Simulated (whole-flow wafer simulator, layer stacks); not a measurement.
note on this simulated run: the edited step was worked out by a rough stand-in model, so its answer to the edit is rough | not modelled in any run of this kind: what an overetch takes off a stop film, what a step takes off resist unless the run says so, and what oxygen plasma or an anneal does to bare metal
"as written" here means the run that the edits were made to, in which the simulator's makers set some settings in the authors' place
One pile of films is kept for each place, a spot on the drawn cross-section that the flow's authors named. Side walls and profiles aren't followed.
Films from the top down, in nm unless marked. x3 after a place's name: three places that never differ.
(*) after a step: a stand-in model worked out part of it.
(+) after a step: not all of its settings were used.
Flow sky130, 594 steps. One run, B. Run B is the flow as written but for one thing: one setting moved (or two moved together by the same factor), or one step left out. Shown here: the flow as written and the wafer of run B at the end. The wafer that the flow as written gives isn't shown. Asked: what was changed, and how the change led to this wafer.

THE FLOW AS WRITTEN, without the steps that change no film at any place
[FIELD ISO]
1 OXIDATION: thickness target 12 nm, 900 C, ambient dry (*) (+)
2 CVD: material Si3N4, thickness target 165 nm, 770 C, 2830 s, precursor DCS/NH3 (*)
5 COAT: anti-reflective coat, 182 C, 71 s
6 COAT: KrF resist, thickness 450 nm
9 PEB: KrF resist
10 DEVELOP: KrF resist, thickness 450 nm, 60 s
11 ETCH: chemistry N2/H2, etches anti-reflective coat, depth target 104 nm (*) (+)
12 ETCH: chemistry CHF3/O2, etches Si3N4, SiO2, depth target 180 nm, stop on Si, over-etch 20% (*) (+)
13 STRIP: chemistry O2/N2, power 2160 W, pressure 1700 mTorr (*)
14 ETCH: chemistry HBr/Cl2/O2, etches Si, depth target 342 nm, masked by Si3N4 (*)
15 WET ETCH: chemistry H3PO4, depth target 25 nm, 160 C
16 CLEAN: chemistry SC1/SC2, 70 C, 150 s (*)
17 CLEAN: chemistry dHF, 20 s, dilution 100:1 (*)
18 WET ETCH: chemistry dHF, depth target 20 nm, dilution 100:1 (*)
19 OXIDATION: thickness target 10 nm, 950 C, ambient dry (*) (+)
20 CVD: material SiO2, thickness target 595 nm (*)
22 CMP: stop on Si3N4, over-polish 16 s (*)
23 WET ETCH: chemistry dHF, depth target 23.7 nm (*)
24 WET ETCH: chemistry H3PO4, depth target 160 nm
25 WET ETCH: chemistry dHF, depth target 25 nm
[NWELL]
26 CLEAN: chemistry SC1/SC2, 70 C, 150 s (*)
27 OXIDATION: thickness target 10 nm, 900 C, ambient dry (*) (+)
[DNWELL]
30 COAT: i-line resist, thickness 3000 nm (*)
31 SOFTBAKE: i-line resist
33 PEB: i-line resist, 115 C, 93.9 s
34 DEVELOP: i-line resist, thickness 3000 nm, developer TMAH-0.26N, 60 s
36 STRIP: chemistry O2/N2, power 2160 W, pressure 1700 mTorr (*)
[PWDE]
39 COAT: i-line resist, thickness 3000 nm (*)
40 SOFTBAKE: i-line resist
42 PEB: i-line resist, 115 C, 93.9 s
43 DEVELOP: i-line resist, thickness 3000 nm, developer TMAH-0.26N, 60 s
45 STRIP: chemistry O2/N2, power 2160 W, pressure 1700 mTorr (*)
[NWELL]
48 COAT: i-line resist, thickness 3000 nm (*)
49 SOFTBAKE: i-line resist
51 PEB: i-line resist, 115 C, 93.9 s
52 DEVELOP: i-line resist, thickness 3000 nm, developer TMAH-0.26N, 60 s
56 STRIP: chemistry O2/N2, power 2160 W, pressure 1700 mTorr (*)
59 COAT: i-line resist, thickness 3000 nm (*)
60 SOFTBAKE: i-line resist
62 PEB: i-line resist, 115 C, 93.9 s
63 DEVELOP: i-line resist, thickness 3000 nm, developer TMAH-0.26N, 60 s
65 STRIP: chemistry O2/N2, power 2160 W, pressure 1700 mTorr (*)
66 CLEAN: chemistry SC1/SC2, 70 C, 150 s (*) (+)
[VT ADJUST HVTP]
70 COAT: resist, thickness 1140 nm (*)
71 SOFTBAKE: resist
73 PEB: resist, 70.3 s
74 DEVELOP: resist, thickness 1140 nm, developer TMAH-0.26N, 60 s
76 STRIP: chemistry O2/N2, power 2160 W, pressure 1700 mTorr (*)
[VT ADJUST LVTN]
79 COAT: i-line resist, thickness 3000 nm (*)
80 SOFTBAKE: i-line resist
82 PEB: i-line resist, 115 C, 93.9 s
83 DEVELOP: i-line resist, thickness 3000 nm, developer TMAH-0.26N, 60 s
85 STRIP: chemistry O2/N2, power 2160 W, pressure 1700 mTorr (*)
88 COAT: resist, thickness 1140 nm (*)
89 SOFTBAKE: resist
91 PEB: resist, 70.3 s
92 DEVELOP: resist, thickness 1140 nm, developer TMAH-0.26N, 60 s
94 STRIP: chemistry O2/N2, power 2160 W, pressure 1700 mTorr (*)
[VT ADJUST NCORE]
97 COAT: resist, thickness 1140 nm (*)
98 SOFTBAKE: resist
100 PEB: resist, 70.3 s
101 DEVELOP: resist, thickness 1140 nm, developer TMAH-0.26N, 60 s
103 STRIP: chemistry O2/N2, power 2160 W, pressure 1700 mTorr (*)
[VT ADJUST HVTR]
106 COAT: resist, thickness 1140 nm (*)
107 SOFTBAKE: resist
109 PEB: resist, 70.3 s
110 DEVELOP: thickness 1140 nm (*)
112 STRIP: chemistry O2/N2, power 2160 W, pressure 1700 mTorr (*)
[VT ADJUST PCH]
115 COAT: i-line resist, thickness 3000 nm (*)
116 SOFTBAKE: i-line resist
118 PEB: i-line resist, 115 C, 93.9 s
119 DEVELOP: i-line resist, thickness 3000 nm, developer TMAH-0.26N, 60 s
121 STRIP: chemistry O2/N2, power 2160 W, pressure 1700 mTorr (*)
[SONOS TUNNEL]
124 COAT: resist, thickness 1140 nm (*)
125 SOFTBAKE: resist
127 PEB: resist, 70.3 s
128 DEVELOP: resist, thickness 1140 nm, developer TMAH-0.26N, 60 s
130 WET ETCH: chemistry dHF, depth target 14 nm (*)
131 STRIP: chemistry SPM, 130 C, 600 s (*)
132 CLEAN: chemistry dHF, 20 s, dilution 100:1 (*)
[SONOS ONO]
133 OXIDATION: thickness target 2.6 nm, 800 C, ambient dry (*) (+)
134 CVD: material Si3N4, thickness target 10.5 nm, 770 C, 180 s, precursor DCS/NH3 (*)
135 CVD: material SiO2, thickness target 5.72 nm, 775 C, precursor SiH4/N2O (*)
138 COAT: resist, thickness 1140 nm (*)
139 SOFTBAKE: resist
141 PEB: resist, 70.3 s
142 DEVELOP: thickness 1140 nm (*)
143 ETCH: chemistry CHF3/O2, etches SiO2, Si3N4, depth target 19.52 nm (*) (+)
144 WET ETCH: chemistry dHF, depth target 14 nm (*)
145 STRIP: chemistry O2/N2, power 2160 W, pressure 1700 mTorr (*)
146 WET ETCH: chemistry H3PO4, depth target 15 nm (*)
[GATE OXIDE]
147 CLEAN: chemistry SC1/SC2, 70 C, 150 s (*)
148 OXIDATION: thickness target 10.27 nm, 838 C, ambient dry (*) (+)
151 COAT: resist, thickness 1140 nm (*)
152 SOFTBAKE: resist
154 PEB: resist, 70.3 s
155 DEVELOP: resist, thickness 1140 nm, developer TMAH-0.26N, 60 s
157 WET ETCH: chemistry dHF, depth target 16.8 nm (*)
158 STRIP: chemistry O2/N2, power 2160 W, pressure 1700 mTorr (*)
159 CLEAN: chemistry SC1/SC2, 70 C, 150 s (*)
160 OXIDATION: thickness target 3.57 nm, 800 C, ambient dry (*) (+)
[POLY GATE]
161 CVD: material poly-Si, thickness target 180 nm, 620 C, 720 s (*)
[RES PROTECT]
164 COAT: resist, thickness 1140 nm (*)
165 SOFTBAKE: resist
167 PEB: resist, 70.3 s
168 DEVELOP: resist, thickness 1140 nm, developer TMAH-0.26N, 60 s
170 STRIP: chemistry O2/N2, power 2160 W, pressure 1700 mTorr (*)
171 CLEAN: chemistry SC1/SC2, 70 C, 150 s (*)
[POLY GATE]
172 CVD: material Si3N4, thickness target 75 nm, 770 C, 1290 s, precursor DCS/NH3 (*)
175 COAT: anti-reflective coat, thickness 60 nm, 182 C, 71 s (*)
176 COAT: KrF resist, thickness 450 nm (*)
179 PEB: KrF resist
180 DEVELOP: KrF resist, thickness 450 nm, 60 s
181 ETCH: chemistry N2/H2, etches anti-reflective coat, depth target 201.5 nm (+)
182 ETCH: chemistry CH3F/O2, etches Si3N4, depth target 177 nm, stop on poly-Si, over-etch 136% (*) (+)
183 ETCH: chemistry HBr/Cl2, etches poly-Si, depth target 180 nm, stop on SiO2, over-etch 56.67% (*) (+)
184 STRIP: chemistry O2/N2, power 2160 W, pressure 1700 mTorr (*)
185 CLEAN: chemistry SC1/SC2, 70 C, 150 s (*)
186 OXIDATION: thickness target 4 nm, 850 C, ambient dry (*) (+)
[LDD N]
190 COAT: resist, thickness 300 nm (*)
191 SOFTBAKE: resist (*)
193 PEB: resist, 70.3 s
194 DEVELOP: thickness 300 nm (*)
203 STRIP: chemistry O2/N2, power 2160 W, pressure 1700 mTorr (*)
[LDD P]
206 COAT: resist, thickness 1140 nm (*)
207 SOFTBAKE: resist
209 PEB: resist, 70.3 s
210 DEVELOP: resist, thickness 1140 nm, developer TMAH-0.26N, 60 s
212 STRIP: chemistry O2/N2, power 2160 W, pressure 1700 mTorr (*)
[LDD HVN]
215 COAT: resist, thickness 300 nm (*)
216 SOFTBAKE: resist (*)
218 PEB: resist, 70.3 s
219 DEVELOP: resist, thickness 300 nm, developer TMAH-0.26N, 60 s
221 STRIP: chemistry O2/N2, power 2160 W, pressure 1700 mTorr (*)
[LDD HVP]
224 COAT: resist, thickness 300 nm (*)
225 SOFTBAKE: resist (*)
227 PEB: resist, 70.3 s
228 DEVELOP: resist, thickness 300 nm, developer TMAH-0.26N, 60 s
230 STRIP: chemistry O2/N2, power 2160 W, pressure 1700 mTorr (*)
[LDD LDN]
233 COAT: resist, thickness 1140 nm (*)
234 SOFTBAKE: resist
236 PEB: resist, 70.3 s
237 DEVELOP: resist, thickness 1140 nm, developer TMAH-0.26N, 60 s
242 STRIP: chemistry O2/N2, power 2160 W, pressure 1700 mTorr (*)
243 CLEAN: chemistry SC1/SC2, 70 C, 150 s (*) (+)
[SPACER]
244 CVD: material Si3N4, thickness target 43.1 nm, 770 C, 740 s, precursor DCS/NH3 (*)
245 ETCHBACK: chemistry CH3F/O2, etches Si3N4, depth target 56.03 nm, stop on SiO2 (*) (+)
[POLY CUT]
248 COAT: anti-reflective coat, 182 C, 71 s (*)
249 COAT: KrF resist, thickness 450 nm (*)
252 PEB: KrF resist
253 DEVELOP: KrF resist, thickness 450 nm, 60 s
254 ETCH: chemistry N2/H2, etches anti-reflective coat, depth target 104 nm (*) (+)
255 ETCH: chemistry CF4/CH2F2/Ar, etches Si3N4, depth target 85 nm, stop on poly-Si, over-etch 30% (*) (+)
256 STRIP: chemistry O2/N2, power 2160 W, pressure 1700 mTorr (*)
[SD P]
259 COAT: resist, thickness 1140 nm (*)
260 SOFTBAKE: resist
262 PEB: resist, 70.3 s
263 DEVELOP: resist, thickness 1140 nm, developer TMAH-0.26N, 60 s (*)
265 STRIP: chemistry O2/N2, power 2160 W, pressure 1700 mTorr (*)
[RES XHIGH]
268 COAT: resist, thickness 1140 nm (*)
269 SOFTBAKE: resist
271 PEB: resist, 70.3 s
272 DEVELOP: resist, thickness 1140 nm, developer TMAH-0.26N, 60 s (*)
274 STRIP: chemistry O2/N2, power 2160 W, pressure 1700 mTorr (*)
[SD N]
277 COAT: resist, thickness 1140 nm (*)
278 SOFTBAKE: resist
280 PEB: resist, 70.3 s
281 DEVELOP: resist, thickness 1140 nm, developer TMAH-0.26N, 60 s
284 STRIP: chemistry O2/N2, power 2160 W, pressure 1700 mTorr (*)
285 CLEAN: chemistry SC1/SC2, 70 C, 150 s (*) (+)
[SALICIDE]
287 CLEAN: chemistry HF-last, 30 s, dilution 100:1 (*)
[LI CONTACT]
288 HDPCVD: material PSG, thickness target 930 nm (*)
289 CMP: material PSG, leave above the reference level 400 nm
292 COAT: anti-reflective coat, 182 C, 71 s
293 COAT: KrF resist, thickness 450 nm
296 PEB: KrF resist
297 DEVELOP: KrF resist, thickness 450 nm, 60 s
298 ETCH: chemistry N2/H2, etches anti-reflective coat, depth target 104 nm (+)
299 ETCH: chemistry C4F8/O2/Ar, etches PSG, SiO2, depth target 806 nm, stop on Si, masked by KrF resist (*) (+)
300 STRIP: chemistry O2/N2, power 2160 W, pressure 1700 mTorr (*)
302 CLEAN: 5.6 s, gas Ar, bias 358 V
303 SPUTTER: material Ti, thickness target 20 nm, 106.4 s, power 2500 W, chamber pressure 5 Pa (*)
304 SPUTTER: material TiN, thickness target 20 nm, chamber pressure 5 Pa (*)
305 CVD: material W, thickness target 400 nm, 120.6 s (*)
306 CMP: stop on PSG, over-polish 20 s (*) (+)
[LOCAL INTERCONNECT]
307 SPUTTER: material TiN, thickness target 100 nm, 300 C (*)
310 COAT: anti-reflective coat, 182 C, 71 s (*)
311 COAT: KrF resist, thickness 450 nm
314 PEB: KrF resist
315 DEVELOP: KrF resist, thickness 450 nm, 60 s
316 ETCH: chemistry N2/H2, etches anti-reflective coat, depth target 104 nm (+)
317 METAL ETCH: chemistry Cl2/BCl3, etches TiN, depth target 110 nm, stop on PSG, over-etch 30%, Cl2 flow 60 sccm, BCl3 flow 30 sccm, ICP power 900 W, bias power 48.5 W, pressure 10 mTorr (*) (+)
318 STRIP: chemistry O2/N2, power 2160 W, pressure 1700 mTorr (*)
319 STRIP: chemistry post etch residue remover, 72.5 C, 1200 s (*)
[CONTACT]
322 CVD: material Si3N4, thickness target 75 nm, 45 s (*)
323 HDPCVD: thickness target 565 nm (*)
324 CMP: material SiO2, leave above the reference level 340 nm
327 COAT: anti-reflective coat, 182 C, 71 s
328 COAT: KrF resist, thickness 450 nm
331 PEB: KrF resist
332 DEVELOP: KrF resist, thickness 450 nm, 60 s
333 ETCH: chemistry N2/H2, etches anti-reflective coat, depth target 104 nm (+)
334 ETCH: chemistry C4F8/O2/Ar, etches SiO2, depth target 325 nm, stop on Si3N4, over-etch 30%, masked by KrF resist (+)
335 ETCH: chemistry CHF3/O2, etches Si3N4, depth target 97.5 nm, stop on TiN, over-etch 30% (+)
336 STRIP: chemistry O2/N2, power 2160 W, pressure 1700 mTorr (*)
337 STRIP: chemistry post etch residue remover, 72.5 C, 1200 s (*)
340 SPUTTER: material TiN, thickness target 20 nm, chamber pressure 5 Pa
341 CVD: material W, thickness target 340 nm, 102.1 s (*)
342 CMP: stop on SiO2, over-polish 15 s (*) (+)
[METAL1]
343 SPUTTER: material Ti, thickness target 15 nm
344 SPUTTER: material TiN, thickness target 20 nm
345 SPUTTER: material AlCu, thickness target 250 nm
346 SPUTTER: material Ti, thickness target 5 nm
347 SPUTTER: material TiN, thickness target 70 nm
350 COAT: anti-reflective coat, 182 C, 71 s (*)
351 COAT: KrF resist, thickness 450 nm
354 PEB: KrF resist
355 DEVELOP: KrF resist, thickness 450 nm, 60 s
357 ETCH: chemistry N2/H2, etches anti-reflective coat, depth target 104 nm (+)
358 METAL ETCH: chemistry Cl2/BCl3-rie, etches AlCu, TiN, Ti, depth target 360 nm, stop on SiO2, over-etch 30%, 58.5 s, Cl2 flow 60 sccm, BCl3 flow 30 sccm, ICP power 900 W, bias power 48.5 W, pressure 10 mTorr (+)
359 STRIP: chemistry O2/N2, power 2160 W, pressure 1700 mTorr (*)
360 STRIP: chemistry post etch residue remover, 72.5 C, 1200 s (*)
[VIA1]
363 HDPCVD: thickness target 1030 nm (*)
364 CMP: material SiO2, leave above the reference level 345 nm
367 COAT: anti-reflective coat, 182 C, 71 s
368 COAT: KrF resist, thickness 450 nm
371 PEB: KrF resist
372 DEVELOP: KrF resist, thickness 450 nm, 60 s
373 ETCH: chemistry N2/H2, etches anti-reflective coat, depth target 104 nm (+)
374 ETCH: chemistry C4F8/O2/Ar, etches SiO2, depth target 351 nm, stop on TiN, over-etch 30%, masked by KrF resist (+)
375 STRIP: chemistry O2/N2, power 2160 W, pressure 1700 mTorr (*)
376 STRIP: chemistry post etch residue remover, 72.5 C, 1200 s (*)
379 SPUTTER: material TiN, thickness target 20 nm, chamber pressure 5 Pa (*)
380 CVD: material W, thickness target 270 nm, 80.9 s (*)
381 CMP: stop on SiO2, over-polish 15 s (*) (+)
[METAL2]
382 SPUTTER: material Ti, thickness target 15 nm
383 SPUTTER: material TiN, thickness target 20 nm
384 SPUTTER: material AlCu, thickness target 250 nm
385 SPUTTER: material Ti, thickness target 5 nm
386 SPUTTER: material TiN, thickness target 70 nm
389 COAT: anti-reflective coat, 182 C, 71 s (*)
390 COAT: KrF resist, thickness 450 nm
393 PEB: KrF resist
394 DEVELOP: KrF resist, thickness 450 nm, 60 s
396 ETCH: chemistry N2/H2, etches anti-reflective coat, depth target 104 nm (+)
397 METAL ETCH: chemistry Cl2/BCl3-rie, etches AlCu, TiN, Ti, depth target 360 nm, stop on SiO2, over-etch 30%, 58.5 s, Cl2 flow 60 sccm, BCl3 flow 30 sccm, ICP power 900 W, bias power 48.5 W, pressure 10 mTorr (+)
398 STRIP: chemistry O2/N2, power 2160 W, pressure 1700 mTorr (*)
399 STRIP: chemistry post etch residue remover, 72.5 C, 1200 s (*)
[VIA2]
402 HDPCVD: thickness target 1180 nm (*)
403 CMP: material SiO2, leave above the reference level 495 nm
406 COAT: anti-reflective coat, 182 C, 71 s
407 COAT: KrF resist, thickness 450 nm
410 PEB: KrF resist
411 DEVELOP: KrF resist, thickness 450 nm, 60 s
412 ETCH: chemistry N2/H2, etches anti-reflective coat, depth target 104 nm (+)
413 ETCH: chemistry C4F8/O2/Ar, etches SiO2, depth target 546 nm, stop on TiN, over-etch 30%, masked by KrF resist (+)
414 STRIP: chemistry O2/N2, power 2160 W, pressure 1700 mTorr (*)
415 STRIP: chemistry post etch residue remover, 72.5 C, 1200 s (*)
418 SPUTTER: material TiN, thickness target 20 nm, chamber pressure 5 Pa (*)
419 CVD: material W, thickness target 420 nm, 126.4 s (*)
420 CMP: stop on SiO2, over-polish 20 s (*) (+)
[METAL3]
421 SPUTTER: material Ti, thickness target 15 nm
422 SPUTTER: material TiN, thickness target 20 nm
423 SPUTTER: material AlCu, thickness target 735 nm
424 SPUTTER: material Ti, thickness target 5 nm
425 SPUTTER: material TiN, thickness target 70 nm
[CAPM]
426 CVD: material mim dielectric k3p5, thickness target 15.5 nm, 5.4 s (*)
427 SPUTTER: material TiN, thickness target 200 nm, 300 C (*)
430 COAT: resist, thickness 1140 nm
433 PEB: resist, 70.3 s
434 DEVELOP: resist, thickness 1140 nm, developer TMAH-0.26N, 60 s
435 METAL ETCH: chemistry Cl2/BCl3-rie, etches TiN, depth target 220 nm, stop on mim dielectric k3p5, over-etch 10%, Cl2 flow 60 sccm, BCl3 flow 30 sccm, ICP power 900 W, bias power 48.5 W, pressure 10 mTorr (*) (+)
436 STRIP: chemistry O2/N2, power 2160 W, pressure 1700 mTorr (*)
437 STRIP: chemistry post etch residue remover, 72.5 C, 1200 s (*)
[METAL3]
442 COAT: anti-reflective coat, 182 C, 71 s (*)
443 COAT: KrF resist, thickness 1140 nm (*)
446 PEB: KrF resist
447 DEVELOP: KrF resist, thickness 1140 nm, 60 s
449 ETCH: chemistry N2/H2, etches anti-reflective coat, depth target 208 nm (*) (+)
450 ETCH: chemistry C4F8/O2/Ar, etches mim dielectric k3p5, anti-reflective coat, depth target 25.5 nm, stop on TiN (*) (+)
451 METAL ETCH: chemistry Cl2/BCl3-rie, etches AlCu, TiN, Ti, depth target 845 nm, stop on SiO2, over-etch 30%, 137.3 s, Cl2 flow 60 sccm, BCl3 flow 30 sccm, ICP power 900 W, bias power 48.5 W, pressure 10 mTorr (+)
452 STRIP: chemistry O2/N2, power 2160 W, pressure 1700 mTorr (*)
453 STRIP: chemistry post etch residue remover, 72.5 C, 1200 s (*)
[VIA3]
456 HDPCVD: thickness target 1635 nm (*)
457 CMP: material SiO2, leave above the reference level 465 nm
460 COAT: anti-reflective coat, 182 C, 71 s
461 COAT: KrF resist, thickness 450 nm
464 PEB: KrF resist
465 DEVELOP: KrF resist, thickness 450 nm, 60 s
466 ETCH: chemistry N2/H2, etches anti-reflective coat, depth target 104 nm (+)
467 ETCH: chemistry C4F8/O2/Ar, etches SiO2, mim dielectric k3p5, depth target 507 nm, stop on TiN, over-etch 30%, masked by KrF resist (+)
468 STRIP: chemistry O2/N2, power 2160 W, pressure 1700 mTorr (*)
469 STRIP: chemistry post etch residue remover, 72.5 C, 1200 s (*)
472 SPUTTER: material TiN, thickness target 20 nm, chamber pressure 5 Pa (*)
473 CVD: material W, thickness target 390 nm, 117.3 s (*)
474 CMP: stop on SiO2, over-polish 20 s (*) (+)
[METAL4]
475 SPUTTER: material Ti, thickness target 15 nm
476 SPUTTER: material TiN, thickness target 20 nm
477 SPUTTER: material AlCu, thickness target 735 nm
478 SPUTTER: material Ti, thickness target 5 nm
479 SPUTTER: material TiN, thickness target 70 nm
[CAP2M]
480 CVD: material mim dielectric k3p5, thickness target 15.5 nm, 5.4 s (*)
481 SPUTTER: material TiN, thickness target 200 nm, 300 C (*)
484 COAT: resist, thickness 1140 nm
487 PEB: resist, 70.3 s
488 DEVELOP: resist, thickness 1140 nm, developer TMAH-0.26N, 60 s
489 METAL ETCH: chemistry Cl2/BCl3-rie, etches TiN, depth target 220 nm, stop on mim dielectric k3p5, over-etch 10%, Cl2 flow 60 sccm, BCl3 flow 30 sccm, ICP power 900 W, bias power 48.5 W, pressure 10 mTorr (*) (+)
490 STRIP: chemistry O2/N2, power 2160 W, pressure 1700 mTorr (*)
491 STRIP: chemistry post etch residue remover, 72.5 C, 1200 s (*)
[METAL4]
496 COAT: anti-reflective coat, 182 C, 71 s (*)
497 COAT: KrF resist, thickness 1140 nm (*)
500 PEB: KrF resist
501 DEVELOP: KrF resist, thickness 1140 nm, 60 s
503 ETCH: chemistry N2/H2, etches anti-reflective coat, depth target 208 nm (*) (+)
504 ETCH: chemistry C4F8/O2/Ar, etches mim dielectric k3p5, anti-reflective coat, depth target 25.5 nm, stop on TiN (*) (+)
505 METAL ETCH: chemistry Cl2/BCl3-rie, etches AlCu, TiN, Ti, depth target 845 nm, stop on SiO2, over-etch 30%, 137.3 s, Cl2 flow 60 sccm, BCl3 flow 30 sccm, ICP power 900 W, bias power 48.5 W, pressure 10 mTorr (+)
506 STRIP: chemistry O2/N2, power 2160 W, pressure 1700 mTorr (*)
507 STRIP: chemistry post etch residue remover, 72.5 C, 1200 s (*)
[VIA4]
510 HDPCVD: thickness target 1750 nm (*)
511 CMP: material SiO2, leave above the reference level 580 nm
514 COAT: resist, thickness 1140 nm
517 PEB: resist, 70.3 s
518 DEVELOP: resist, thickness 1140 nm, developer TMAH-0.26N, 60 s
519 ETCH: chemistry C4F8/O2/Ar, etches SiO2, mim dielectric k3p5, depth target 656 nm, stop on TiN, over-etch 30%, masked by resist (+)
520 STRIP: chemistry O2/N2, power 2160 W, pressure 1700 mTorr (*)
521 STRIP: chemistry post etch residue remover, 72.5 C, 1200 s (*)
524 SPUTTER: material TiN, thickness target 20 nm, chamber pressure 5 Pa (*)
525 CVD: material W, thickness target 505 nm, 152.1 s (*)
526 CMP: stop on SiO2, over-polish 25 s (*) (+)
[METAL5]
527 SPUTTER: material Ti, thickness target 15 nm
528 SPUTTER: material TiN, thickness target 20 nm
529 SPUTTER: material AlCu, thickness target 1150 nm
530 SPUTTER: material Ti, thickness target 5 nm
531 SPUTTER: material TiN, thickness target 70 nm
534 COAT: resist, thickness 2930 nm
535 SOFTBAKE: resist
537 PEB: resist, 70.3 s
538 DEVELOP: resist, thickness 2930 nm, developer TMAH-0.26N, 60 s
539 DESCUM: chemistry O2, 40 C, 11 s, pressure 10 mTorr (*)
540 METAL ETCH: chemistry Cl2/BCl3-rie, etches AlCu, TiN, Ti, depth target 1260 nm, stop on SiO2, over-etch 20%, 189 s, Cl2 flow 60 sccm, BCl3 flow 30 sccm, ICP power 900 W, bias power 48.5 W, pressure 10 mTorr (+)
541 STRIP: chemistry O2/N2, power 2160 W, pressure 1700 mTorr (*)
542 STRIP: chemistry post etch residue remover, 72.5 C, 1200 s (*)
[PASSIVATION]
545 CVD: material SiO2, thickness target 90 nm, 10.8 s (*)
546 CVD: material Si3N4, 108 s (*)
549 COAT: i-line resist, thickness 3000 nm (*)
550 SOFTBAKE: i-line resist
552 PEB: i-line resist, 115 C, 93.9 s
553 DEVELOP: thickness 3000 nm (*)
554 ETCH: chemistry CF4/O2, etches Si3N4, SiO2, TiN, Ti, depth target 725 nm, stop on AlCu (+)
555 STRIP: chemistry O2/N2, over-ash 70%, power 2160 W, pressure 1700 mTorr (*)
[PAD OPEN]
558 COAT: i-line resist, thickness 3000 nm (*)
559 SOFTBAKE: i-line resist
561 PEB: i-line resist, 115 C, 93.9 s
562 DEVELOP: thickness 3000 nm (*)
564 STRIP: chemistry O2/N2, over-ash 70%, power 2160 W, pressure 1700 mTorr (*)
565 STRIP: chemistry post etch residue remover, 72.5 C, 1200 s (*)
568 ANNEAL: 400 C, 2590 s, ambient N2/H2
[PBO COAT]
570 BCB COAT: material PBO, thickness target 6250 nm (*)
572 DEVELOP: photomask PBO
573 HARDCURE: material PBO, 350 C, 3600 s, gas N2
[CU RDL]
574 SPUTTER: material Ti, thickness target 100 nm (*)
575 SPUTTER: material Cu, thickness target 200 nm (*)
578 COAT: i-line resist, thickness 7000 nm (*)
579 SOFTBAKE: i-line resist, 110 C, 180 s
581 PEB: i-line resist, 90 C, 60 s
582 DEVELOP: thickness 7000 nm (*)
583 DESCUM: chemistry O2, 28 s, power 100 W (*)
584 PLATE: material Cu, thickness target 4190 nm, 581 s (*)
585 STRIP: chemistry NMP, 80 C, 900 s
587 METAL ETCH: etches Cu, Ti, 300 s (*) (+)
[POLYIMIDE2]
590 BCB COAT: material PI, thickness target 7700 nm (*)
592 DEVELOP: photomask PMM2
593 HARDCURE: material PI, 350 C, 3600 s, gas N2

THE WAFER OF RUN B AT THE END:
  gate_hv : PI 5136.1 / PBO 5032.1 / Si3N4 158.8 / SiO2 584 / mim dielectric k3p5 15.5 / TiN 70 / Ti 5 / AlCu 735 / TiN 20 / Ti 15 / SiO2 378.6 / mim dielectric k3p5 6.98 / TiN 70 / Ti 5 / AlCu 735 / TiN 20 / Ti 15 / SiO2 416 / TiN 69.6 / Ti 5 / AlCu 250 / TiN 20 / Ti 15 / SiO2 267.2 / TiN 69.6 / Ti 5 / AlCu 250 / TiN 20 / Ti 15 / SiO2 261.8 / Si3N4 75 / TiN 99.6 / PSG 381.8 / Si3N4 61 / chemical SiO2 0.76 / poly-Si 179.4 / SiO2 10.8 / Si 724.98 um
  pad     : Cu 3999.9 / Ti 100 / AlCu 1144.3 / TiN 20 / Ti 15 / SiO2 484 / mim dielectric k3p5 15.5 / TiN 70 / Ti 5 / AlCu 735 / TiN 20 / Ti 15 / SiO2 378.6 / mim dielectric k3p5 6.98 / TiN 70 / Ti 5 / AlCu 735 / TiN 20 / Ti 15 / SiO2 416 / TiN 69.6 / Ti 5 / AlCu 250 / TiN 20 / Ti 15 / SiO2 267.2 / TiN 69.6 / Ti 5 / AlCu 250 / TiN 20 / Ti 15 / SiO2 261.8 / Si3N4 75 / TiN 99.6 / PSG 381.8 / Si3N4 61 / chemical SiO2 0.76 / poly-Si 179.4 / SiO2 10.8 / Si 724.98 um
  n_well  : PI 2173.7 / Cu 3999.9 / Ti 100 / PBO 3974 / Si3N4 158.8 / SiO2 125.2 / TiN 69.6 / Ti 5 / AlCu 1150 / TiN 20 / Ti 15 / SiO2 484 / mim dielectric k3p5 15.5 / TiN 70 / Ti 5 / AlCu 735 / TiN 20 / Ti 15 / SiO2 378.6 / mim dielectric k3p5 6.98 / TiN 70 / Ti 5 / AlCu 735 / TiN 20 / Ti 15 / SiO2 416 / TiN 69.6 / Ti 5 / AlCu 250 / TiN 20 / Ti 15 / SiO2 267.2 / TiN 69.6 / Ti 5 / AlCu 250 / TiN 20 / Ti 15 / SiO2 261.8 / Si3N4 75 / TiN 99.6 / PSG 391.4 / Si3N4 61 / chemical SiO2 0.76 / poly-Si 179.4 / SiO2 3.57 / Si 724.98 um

The cause: step 426, CVD: thickness target 6.98 nm was run, where the flow has thickness target 15.5 nm; step 426, CVD: 2.43 s was run, where the flow has 5.4 s.
It can be read off the wafer: gate_hv has mim dielectric k3p5 6.98, and step 426 as written asks for 15.5 nm.

How the change led to this, step by step:
  426 CVD: material mim dielectric k3p5, thickness target 15.5 nm, 5.4 s (*)
      field, active, n_well and 188 more: mim dielectric k3p5 +6.98 (new film) (as written it would be: mim dielectric k3p5 +15.5 (new film))
  450 ETCH: chemistry C4F8/O2/Ar, etches mim dielectric k3p5, anti-reflective coat, depth target 25.5 nm, stop on TiN (*) (+)
      n_well, p_well, gate_hv and 104 more: KrF resist -6.98 (as written it would be: KrF resist -15.5)
      field, active, gate and 82 more: mim dielectric k3p5 -6.98 (all of it) (as written it would be: mim dielectric k3p5 -15.5 (all of it))
  452 STRIP: chemistry O2/N2, power 2160 W, pressure 1700 mTorr (*)
      mim_edge_plate_strap, mim_edge_plate: KrF resist -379 (all of it), anti-reflective coat -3 (all of it) (as written it would be: KrF resist -370.5 (all of it), anti-reflective coat -3 (all of it))
      mim: KrF resist -387.2 (all of it), anti-reflective coat -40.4 (all of it) (as written it would be: KrF resist -378.7 (all of it), anti-reflective coat -40.4 (all of it))
  467 ETCH: chemistry C4F8/O2/Ar, etches SiO2, mim dielectric k3p5, depth target 507 nm, stop on TiN, over-etch 30%, masked by KrF resist (+)
      m1: SiO2 -383 (all of it), mim dielectric k3p5 -6.98 (all of it) (as written it would be: SiO2 -374.5 (all of it), mim dielectric k3p5 -15.5 (all of it))
      via3_hole: SiO2 -382.4 (all of it), mim dielectric k3p5 -6.98 (all of it) (as written it would be: SiO2 -373.9 (all of it), mim dielectric k3p5 -15.5 (all of it))
